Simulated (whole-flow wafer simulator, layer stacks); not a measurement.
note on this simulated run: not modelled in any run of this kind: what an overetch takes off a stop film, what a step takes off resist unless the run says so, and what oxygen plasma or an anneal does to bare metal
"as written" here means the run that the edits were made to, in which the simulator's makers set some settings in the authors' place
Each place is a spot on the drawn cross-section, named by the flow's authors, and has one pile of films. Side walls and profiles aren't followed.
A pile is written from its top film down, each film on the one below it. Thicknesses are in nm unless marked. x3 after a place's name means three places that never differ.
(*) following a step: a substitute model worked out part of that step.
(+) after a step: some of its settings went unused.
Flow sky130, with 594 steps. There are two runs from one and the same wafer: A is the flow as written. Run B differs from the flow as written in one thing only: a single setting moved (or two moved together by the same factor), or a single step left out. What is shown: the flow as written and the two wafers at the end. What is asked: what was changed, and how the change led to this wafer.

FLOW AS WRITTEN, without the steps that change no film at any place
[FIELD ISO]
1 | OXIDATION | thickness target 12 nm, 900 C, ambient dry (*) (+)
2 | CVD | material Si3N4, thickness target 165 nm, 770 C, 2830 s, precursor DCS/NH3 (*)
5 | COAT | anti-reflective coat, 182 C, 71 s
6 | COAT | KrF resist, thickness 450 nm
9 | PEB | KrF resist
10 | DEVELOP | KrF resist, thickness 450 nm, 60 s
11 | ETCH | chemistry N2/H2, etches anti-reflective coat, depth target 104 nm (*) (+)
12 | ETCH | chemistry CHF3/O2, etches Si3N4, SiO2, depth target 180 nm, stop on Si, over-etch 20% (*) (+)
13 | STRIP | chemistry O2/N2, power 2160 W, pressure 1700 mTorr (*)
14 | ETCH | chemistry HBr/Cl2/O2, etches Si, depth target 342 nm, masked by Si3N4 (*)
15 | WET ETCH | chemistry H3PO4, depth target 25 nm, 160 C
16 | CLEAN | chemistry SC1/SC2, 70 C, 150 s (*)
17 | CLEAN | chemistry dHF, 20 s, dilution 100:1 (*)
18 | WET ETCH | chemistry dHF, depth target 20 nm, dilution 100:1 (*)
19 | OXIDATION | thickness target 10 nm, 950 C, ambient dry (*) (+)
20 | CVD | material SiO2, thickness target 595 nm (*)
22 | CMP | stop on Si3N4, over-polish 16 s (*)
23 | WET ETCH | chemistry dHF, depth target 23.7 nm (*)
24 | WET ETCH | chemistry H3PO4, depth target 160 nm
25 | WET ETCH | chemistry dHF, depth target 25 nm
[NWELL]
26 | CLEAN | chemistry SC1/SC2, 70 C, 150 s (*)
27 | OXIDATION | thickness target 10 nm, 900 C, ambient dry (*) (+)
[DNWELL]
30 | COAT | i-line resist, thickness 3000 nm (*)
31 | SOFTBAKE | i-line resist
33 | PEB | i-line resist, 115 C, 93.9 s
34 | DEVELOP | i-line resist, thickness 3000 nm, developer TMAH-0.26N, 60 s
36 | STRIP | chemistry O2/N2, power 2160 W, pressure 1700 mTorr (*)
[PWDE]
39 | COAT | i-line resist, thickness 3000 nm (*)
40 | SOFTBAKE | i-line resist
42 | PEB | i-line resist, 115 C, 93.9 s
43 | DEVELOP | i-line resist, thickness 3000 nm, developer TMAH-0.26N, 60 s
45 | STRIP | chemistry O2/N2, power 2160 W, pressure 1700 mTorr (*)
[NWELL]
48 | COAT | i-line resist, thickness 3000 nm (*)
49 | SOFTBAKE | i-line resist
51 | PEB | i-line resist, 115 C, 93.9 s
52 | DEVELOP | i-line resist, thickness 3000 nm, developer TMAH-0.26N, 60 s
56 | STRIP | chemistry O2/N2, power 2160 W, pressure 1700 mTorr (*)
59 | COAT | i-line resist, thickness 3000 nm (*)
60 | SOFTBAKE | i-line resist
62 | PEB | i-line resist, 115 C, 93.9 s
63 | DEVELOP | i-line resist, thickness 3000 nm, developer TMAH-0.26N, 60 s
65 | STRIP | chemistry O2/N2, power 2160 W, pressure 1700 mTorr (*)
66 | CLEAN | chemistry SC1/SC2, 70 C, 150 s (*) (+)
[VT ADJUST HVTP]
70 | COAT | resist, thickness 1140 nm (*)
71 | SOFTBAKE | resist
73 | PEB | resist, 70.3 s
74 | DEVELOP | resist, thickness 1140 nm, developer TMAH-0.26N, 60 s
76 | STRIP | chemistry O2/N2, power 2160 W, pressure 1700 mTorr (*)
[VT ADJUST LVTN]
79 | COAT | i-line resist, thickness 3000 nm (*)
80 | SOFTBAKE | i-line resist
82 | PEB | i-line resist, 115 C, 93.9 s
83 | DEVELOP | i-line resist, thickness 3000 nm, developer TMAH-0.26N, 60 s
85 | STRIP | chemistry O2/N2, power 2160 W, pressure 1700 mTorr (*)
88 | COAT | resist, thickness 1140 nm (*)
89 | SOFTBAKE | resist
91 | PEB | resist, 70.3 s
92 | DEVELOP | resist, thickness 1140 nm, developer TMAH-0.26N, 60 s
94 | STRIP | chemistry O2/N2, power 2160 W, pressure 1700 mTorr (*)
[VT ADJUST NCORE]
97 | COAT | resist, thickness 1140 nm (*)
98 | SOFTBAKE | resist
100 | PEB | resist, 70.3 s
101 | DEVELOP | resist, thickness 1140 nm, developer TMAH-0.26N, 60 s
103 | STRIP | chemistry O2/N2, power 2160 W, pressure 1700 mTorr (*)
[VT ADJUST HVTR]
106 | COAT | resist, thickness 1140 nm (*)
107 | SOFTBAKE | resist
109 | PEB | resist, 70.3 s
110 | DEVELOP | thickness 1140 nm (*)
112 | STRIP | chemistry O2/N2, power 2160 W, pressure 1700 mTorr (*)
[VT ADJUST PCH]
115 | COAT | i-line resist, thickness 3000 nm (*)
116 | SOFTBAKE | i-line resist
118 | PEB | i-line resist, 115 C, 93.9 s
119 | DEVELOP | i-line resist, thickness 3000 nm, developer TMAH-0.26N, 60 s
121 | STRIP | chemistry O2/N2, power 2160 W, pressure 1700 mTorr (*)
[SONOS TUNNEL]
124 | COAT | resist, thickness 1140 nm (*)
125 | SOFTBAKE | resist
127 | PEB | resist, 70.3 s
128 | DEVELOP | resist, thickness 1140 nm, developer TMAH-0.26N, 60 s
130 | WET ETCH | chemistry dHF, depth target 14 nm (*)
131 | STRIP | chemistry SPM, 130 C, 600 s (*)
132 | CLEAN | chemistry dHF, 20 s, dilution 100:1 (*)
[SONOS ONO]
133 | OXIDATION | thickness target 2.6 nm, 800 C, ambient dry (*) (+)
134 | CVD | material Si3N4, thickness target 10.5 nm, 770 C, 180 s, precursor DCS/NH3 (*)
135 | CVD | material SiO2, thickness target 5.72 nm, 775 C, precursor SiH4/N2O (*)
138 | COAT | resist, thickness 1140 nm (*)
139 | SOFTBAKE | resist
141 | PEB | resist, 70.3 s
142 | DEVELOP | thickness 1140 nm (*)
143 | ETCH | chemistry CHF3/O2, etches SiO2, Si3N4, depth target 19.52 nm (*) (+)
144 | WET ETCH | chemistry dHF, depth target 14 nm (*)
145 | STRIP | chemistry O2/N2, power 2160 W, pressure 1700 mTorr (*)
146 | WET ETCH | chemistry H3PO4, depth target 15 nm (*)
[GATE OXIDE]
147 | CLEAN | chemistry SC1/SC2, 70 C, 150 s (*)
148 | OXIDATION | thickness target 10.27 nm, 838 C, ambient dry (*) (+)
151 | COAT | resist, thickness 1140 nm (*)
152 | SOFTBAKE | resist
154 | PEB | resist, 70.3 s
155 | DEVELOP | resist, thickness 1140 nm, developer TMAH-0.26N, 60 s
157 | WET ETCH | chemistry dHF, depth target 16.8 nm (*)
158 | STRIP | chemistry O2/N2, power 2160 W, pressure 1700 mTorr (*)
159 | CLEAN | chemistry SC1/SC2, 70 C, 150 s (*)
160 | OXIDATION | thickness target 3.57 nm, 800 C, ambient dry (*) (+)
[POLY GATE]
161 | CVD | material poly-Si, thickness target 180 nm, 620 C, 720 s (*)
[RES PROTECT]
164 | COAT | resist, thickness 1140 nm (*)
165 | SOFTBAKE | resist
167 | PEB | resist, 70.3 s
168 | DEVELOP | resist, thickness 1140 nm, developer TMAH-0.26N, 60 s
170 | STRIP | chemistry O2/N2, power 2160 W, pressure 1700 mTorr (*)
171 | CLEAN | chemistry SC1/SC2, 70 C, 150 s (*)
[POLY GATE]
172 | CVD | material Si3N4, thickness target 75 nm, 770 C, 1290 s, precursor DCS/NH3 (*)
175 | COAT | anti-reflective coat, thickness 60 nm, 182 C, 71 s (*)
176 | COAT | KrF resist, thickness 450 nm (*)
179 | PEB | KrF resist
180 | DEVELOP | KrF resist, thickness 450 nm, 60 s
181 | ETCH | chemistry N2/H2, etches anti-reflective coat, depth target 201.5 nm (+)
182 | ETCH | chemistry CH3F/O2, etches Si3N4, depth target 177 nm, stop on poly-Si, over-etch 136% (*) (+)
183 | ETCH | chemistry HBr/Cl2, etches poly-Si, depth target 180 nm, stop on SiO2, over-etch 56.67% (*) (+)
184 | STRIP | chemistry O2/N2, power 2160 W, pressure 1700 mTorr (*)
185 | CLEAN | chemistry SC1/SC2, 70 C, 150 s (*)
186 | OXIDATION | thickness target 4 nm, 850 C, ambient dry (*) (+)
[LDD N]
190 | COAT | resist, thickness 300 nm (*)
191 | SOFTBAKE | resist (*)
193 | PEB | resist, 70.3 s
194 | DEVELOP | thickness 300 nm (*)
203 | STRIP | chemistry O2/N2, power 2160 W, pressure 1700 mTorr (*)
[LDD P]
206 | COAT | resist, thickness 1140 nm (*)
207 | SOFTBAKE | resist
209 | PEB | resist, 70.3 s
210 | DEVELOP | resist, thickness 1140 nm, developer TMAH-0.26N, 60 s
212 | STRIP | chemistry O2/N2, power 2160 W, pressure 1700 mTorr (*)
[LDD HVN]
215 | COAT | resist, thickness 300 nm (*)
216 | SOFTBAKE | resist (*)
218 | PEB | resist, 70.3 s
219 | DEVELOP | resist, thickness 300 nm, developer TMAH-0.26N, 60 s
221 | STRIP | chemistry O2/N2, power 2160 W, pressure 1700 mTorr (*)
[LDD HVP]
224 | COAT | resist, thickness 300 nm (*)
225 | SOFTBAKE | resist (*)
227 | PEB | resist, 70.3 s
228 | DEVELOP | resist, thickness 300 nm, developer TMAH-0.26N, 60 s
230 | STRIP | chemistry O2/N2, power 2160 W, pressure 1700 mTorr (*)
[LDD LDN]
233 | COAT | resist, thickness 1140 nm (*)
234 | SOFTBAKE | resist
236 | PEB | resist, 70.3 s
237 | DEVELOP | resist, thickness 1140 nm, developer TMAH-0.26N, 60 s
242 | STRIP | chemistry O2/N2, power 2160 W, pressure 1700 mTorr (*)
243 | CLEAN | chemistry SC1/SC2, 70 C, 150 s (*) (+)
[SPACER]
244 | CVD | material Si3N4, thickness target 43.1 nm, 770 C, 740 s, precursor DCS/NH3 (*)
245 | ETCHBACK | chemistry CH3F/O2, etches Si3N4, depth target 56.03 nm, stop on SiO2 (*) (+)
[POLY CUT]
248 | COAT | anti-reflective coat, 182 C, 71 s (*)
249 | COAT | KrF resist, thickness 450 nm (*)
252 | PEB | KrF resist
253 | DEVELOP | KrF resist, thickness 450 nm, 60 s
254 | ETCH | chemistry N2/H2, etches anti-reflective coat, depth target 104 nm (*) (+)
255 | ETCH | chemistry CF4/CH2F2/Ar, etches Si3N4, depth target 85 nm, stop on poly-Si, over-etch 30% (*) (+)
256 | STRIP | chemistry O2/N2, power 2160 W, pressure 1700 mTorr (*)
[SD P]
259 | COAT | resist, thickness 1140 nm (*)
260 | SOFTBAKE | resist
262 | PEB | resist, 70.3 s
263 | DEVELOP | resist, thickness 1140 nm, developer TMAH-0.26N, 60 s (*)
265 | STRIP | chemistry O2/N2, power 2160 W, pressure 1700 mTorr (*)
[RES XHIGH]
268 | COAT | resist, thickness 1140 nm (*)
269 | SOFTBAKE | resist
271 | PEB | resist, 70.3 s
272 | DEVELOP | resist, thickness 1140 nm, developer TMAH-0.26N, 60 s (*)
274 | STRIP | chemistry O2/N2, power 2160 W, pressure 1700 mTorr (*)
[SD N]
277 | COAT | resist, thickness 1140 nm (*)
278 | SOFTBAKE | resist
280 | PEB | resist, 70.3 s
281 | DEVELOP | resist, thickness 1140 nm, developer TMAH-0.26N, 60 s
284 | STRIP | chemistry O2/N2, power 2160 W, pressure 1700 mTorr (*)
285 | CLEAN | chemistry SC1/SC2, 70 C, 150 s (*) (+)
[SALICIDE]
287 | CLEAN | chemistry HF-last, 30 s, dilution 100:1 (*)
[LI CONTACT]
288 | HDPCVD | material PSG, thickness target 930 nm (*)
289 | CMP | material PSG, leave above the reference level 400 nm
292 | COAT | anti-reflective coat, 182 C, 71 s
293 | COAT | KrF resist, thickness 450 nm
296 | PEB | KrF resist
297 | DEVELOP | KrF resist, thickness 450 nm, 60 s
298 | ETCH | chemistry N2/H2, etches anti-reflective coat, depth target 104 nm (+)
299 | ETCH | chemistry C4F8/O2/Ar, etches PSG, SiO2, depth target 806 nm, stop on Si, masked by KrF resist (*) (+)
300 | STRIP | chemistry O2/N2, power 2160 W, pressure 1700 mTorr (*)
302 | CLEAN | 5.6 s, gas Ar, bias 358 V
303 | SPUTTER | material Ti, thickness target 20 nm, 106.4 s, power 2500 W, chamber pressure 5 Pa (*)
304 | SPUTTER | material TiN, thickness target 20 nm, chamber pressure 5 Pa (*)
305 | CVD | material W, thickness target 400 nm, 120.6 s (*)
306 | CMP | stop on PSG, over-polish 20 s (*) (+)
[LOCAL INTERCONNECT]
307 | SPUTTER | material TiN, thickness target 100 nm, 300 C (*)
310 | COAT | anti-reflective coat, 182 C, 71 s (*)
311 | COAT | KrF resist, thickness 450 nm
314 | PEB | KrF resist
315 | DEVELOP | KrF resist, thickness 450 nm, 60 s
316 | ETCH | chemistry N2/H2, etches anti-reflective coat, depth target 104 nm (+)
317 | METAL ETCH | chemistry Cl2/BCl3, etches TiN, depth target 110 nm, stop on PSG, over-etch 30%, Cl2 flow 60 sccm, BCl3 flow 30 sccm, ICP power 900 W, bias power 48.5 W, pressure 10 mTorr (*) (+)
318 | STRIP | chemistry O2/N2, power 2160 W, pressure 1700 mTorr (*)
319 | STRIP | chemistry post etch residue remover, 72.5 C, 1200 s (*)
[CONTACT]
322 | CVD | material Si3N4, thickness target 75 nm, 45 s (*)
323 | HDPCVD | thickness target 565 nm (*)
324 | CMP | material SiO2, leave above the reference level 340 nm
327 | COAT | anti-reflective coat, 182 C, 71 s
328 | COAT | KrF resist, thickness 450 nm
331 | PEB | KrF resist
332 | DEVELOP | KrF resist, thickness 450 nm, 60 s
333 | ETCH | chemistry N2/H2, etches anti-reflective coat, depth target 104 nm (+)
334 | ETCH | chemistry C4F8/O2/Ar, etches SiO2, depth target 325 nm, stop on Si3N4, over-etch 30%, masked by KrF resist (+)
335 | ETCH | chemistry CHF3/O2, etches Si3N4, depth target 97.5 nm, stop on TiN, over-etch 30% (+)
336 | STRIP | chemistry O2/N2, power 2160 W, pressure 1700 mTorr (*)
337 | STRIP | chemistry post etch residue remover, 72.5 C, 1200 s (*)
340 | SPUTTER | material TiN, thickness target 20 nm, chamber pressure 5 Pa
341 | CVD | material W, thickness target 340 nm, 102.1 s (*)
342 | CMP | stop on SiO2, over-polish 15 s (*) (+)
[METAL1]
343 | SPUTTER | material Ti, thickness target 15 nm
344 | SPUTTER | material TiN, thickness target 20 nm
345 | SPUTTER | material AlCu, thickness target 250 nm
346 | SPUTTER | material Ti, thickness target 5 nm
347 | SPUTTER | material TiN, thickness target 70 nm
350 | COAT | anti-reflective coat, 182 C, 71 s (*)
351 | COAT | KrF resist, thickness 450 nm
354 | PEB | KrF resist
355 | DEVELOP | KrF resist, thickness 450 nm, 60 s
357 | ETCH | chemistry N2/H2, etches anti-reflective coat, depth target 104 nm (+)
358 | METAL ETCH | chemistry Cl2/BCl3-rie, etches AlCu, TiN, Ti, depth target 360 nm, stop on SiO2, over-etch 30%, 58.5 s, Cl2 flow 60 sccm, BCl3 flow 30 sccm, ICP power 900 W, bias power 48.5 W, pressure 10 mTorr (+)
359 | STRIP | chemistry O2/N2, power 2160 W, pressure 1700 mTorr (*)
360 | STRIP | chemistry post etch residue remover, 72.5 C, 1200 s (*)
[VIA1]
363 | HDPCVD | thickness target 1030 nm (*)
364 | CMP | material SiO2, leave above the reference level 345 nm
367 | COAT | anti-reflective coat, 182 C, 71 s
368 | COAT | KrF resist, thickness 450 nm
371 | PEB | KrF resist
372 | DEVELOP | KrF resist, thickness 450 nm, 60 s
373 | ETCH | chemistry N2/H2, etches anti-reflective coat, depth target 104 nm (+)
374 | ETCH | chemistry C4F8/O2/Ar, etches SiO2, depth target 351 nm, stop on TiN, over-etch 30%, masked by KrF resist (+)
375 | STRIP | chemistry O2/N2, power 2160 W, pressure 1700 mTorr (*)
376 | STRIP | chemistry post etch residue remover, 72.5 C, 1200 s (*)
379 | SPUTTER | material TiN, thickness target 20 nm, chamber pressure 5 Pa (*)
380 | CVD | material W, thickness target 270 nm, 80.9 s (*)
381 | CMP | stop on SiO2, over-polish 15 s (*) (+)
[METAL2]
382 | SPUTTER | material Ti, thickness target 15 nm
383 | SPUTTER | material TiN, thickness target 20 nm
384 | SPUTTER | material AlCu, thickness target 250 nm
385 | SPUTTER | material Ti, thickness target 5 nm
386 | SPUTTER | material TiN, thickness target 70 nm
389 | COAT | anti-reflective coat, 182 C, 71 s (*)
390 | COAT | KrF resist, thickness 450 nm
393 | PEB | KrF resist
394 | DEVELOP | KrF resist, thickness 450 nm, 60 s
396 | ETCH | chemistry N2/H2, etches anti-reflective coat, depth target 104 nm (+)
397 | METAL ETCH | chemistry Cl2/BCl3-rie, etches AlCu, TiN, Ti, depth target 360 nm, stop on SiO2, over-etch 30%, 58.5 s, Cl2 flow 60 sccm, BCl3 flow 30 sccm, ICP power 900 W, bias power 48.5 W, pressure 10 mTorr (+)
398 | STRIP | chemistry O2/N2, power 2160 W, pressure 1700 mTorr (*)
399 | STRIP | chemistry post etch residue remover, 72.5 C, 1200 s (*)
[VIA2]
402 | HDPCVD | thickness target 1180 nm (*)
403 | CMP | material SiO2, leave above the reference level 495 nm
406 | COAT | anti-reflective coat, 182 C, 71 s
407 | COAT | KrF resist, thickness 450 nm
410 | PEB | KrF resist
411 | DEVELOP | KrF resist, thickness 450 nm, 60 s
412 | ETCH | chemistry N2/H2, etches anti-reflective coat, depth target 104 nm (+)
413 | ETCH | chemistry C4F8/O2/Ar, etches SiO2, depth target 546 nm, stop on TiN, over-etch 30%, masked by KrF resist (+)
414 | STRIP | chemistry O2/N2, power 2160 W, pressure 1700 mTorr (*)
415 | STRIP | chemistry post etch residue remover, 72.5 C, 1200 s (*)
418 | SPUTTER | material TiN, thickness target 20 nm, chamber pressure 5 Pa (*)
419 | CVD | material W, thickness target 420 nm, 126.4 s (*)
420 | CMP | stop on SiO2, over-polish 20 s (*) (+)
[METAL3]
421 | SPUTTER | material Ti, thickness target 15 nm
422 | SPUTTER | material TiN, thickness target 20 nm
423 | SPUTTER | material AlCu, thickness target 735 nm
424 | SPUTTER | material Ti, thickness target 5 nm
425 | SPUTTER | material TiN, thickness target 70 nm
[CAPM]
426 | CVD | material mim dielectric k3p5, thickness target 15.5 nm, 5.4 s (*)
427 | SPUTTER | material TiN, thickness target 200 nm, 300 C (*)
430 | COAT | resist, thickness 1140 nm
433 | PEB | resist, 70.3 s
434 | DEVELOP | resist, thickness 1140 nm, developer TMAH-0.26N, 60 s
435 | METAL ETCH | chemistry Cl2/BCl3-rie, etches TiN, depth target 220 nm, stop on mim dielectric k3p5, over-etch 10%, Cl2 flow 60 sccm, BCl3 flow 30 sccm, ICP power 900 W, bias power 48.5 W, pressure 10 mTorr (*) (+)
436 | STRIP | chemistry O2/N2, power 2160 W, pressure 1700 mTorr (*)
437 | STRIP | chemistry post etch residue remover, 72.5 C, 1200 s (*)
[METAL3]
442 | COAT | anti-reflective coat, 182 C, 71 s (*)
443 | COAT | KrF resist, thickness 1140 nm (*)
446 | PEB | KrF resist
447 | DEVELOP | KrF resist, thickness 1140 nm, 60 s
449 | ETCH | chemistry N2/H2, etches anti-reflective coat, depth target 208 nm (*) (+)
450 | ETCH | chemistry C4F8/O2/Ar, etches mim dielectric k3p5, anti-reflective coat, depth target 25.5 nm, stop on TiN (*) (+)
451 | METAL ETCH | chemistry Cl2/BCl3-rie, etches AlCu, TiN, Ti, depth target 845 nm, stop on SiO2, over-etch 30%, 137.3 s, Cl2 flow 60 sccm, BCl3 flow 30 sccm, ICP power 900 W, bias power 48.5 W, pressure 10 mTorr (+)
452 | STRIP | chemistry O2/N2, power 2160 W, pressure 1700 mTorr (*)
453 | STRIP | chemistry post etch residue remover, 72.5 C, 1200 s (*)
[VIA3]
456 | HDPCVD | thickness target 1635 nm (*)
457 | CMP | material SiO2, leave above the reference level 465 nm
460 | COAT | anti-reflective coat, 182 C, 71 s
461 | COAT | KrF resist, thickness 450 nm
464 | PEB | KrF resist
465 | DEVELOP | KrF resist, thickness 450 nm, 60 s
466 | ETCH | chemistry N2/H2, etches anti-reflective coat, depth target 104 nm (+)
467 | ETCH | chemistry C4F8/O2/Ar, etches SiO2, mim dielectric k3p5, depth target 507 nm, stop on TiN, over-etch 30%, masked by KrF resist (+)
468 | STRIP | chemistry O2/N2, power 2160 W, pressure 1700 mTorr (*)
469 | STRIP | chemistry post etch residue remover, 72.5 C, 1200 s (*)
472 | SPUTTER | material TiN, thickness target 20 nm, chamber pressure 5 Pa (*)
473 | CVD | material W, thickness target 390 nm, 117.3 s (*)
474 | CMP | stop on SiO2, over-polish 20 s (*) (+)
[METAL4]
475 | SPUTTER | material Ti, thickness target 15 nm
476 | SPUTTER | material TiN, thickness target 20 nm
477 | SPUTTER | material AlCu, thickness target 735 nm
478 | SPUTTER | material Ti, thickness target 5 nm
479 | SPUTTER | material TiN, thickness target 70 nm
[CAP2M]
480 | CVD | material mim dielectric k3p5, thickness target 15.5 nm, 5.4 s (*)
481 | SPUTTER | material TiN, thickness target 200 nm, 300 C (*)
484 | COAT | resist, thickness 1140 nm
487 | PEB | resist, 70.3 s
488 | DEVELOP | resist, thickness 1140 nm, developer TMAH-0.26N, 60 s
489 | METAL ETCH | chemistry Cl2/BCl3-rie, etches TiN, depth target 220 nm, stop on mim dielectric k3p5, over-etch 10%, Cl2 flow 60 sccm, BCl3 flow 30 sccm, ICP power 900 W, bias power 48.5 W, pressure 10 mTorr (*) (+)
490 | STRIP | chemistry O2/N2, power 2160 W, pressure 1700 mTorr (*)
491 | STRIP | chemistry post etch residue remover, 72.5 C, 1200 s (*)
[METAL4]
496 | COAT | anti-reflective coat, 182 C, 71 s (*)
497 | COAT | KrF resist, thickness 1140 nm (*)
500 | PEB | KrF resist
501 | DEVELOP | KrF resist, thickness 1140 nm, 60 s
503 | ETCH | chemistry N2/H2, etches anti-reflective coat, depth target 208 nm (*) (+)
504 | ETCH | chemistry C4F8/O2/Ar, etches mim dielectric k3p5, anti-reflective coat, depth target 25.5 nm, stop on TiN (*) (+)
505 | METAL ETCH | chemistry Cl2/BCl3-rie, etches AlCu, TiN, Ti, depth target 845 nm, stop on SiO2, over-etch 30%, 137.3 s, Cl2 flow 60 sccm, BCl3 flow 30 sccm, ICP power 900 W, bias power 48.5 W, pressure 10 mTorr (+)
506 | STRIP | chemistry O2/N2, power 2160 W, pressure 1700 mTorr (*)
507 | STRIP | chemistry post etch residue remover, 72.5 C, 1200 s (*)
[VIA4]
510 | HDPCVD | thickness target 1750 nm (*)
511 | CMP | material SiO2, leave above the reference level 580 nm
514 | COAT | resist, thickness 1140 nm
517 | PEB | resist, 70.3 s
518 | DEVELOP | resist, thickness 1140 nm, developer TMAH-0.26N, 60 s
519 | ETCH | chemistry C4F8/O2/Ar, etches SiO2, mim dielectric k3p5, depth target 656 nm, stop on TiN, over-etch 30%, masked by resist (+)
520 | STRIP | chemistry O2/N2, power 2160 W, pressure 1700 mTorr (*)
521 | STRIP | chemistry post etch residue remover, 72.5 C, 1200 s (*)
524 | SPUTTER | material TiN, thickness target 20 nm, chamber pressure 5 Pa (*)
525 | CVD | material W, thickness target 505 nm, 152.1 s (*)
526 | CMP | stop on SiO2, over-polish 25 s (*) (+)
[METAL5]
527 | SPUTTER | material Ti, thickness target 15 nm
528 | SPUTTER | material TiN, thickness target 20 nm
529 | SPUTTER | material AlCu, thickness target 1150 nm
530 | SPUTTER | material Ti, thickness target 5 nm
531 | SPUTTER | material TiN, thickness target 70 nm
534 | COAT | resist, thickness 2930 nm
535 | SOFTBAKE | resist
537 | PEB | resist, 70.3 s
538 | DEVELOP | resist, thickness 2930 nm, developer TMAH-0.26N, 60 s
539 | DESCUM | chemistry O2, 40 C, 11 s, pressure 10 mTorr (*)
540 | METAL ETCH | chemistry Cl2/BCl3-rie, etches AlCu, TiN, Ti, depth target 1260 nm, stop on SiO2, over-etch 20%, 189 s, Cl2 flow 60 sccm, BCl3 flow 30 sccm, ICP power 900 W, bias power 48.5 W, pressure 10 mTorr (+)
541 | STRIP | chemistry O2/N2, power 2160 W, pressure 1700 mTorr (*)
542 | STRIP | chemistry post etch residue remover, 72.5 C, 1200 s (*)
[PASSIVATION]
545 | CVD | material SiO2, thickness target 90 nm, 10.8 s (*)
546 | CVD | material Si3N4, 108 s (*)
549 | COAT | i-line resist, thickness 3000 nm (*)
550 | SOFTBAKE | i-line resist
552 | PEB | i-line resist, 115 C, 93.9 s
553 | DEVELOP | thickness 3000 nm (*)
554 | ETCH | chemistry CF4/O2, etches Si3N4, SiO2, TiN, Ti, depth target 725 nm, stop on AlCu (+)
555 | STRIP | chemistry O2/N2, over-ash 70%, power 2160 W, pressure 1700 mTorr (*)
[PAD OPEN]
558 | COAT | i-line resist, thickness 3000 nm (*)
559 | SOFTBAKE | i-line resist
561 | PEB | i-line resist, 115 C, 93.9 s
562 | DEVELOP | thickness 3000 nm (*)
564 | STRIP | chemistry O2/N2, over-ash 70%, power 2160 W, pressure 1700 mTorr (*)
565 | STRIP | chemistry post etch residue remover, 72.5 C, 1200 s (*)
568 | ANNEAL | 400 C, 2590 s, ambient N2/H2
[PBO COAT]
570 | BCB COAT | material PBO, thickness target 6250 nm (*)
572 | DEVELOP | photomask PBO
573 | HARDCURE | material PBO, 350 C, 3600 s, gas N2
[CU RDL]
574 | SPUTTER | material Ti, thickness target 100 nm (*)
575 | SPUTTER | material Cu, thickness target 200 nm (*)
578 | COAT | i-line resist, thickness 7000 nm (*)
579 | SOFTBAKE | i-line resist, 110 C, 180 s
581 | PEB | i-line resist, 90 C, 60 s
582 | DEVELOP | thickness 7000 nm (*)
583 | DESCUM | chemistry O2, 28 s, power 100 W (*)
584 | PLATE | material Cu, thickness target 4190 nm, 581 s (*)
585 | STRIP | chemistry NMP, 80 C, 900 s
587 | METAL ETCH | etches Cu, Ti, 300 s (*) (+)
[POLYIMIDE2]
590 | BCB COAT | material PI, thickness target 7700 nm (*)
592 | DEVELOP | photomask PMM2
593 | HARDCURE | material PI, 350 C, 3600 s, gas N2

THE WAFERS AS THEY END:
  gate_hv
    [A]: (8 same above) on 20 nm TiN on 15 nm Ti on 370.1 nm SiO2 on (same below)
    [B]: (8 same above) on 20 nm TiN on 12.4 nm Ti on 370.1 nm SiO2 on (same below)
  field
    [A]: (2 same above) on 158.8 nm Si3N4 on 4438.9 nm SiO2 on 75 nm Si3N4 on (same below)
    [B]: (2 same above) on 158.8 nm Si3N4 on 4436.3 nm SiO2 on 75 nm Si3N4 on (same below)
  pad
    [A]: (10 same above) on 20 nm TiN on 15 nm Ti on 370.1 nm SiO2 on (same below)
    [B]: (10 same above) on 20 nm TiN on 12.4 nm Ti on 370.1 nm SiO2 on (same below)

What caused this: step 475, SPUTTER: thickness target 12.4 nm was run, though the flow has thickness target 15 nm.
One can read it off the wafer: gate_hv has Ti 12.4, and step 475 as written asks for 15 nm.

Step by step, how the change led to this:
  475 | SPUTTER | material Ti, thickness target 15 nm
      field, active, n_well and 189 more: A Ti gains 15 (new film) | B Ti gains 12.4 (new film)
  505 | METAL ETCH | chemistry Cl2/BCl3-rie, etches AlCu, TiN, Ti, depth target 845 nm, stop on SiO2, over-etch 30%, 137.3 s, Cl2 flow 60 sccm, BCl3 flow 30 sccm, ICP power 900 W, bias power 48.5 W, pressure 10 mTorr (+)
      field, gate, spacer and 68 more: A TiN loses 70 (all of it), Ti loses 5 (all of it), AlCu loses 735 (all of it), TiN loses 20 (all of it), Ti loses 15 (all of it), SiO2 loses 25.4 | B TiN loses 70 (all of it), Ti loses 5 (all of it), AlCu loses 735 (all of it), TiN loses 20 (all of it), Ti loses 12.4 (all of it), SiO2 loses 25.6
      active, vpp_iso1, mim_edge_plate and 14 more: A TiN loses 70 (all of it), Ti loses 5 (all of it), AlCu loses 735 (all of it), TiN loses 20 (all of it), Ti loses 15 (all of it), SiO2 loses 25.3 | B TiN loses 70 (all of it), Ti loses 5 (all of it), AlCu loses 735 (all of it), TiN loses 20 (all of it), Ti loses 12.4 (all of it), SiO2 loses 25.6
